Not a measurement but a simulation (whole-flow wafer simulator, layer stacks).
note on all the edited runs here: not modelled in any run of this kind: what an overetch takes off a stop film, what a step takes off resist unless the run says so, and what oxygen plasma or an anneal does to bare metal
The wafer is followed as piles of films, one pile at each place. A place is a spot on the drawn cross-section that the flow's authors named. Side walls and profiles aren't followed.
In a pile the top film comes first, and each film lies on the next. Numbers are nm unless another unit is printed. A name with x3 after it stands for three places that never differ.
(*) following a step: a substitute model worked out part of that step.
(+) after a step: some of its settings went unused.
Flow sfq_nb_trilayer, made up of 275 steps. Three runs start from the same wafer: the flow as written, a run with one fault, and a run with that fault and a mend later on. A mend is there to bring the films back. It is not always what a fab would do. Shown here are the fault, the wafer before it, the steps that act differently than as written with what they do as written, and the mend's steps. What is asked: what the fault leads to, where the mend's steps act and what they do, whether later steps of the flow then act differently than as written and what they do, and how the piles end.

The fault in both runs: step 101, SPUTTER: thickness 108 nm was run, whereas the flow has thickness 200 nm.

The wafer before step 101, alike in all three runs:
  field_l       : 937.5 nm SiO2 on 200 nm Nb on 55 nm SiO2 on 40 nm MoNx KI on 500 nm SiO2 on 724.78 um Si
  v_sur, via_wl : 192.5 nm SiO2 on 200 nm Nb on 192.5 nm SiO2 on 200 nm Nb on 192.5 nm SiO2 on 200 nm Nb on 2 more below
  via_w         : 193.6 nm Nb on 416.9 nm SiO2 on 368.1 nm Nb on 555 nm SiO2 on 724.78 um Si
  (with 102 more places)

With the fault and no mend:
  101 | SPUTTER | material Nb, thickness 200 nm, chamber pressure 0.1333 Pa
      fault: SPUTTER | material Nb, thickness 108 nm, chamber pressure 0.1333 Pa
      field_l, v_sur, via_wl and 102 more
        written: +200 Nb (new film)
        fault: +108 Nb (new film)
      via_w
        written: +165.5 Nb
        fault: +89 Nb
  Steps later in the flow that act otherwise than as written (4 more steps, not shown, differ only slightly: by at most 2% or 0.5 nm, whichever is larger):
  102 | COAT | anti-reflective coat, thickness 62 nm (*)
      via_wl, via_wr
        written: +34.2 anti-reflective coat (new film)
        fault: +32.8 anti-reflective coat (new film)
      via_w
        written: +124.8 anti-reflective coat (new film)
        fault: +120.2 anti-reflective coat (new film)
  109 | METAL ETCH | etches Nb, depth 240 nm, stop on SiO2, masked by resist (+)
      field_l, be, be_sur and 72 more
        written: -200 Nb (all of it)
        fault: -108 Nb (all of it)
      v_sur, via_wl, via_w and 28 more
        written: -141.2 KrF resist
        fault: -95.3 KrF resist
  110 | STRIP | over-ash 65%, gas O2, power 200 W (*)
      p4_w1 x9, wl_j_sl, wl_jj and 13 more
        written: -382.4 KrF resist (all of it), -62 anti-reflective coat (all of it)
        fault: -428.3 KrF resist (all of it), -62 anti-reflective coat (all of it)
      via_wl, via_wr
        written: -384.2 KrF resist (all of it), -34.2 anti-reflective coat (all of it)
        fault: -432.5 KrF resist (all of it), -32.8 anti-reflective coat (all of it)
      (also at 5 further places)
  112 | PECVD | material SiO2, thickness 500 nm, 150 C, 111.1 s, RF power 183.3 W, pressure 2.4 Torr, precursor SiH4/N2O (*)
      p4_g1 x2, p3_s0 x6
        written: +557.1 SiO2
        fault: +500 SiO2
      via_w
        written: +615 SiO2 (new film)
        fault: +589.5 SiO2 (new film)
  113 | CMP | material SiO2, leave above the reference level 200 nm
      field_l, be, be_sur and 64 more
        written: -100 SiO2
        fault: -192 SiO2
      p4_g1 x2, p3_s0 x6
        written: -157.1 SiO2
        fault: -192 SiO2
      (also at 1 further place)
  At field_l, v_sur, via_wl and 103 more, the piles at the end differ from the flow's by more than 2% or 0.5 nm, whichever is larger.
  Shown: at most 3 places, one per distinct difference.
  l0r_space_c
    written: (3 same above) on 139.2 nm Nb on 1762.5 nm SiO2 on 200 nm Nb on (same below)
    fault: (3 same above) on 139.2 nm Nb on 1670.5 nm SiO2 on 200 nm Nb on (same below)
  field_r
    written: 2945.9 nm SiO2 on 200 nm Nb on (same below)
    fault: 2853.9 nm SiO2 on 200 nm Nb on (same below)
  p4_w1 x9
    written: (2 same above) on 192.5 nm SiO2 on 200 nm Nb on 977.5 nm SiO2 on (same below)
    fault: (2 same above) on 192.5 nm SiO2 on 108 nm Nb on 977.5 nm SiO2 on (same below)

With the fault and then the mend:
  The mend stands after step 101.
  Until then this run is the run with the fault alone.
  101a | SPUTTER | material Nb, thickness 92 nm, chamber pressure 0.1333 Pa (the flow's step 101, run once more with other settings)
      field_l, v_sur, via_wl and 102 more
        +92 Nb
      via_w
        +74.7 Nb
  Every later step of the flow that is run acts as written, at every place that is followed, to within 2% or 0.5 nm, whichever is larger.
  At the end the piles are close to the flow's at the places that both follow, differing by at most 2% or 0.5 nm, whichever is larger.
